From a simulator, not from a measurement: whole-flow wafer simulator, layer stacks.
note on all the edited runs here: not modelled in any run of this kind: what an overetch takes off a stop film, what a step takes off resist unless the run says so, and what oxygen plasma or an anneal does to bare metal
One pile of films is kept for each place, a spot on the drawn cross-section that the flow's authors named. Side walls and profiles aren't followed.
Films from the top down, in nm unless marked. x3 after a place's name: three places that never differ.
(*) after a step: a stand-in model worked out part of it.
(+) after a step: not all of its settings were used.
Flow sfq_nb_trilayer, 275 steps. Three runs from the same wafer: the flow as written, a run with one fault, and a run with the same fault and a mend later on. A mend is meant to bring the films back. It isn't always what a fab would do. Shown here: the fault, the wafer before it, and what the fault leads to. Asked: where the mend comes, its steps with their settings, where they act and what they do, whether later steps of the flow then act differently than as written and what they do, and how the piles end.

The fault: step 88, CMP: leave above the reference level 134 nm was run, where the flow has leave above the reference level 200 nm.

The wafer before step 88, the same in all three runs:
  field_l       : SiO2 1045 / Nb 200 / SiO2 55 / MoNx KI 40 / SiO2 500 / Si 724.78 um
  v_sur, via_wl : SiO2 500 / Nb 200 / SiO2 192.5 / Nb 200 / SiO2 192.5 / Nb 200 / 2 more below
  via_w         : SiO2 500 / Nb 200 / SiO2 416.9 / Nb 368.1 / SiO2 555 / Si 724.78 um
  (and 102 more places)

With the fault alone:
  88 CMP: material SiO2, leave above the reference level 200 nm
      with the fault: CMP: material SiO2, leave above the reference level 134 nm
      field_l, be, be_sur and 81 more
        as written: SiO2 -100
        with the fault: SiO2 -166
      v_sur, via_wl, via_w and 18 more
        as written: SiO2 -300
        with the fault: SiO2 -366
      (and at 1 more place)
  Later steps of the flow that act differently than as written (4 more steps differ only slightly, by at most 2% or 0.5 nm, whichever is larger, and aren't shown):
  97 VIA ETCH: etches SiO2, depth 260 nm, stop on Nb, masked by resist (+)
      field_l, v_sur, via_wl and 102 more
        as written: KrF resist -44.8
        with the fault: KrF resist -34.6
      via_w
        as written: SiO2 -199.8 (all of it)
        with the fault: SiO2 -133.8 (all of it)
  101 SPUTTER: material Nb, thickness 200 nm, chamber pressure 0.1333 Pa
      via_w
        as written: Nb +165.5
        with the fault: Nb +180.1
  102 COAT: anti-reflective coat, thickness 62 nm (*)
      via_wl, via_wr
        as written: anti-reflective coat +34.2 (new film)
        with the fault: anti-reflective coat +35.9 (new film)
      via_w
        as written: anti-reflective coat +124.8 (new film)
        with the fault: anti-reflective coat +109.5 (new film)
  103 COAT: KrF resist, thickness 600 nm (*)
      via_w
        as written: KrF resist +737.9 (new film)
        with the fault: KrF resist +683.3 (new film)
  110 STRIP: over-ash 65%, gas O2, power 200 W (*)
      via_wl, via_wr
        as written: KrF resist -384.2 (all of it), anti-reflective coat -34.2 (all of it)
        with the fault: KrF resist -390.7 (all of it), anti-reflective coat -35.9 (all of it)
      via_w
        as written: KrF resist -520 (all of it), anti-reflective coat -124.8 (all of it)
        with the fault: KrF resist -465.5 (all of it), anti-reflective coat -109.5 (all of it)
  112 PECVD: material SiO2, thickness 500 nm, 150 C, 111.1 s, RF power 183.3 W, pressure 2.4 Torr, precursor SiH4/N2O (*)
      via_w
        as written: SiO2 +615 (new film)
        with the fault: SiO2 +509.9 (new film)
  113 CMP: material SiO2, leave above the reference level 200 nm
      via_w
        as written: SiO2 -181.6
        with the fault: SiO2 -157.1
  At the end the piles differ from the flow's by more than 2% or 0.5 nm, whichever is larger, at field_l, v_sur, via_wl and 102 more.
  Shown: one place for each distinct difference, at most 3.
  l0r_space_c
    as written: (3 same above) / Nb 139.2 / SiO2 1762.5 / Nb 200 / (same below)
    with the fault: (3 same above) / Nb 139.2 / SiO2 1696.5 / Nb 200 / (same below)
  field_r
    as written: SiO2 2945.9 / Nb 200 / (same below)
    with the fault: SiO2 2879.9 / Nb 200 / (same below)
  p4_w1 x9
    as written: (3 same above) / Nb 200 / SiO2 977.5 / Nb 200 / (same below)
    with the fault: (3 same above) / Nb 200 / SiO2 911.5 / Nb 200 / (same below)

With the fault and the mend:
  The mend comes after step 95.
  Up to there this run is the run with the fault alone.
  95a STRIP: over-ash 65%, gas O2, power 200 W (*)
      field_l, v_sur, via_wl and 102 more
        KrF resist -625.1 (all of it), anti-reflective coat -62 (all of it)
      via_w
        anti-reflective coat -62 (all of it)
  95b PECVD: material SiO2, thickness 66 nm, 150 C, 14.67 s, RF power 183.3 W, pressure 2.4 Torr, precursor SiH4/N2O (the flow's step 87 once more, with other settings)
      field_l, v_sur, via_wl and 103 more
        SiO2 +66
  95c COAT: anti-reflective coat, thickness 62 nm (the flow's step 90 once more)
      field_l, v_sur, via_wl and 103 more
        anti-reflective coat +62 (new film)
  95d COAT: KrF resist, thickness 650 nm (the flow's step 91 once more)
      field_l, v_sur, via_wl and 103 more
        KrF resist +650 (new film)
  95e SOFTBAKE: KrF resist (the flow's step 92 once more)
      changes no film at any place that is followed
  95f EXPOSE: photomask I2, dose 11.91 mJ/cm2, NA 0.6, wavelength 248 nm (*) (the flow's step 93 once more)
      changes no film at any place that is followed
  95g PEB: KrF resist, 90 s (the flow's step 94 once more)
      field_l, v_sur, via_wl and 103 more
        KrF resist -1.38
  95h DEVELOP: KrF resist, thickness 650 nm, 60 s (the flow's step 95 once more)
      field_l, v_sur, via_wl and 102 more
        KrF resist -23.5
      via_w
        KrF resist -648.6 (all of it)
  No later step of the flow acts differently than as written, at any place that is followed, by more than 2% or 0.5 nm, whichever is larger.
  At the end the piles are the same as the flow's at every place that both follow.
